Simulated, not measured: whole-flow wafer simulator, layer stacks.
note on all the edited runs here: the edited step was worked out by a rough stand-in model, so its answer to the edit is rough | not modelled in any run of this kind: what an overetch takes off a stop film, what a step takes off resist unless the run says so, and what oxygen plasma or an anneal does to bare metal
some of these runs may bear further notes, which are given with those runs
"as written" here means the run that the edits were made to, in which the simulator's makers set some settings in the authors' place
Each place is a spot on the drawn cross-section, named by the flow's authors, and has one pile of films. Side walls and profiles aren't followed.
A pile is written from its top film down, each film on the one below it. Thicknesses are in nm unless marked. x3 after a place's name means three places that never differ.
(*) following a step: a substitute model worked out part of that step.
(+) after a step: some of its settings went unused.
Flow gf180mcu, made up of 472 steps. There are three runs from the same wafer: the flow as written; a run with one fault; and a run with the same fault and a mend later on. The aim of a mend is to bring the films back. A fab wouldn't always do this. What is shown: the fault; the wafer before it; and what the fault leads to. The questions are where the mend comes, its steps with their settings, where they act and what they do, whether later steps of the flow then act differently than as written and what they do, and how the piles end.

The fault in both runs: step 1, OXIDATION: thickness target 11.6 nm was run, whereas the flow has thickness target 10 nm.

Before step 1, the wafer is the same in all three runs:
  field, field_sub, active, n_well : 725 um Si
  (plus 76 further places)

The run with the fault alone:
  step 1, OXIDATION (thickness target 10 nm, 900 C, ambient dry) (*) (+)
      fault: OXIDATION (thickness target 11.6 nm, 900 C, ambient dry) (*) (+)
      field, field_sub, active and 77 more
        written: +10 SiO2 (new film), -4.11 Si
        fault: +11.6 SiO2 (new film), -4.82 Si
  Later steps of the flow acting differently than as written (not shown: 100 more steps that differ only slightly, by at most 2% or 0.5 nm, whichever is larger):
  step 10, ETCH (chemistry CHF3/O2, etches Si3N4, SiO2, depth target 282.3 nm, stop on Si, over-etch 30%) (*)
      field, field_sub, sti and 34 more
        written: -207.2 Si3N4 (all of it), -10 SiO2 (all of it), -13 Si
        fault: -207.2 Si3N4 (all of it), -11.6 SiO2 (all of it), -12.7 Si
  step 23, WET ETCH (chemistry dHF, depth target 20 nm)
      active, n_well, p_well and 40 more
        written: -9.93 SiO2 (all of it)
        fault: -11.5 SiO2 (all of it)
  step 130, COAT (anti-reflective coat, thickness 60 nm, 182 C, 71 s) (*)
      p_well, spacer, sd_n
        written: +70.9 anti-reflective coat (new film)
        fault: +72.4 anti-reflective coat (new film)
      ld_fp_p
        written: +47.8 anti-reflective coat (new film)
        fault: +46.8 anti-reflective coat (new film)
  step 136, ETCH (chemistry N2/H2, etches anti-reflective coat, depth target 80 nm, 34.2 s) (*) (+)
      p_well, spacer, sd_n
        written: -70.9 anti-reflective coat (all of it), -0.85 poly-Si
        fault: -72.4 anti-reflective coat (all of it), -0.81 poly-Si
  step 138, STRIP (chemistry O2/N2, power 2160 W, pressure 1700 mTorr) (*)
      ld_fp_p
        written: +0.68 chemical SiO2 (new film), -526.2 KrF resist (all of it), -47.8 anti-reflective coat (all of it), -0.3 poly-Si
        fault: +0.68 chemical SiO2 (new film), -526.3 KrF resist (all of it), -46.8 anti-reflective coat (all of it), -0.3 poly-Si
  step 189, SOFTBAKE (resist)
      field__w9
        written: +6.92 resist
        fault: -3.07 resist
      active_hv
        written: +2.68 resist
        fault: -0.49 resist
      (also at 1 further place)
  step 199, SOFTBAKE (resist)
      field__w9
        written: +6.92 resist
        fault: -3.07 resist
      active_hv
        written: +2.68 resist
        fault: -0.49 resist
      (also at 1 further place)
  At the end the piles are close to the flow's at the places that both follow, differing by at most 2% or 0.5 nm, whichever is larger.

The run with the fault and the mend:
  The mend follows step 1.
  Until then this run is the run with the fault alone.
  step 1a, WET ETCH (chemistry dHF, depth target 1.6 nm, 25 C, dilution 100:1)
      field, field_sub, active and 77 more
        -1.6 SiO2
  Later steps of the flow that are run all act as written at every place that is followed.
  At the end the piles are close to the flow's at the places that both follow, differing by at most 2% or 0.5 nm, whichever is larger.
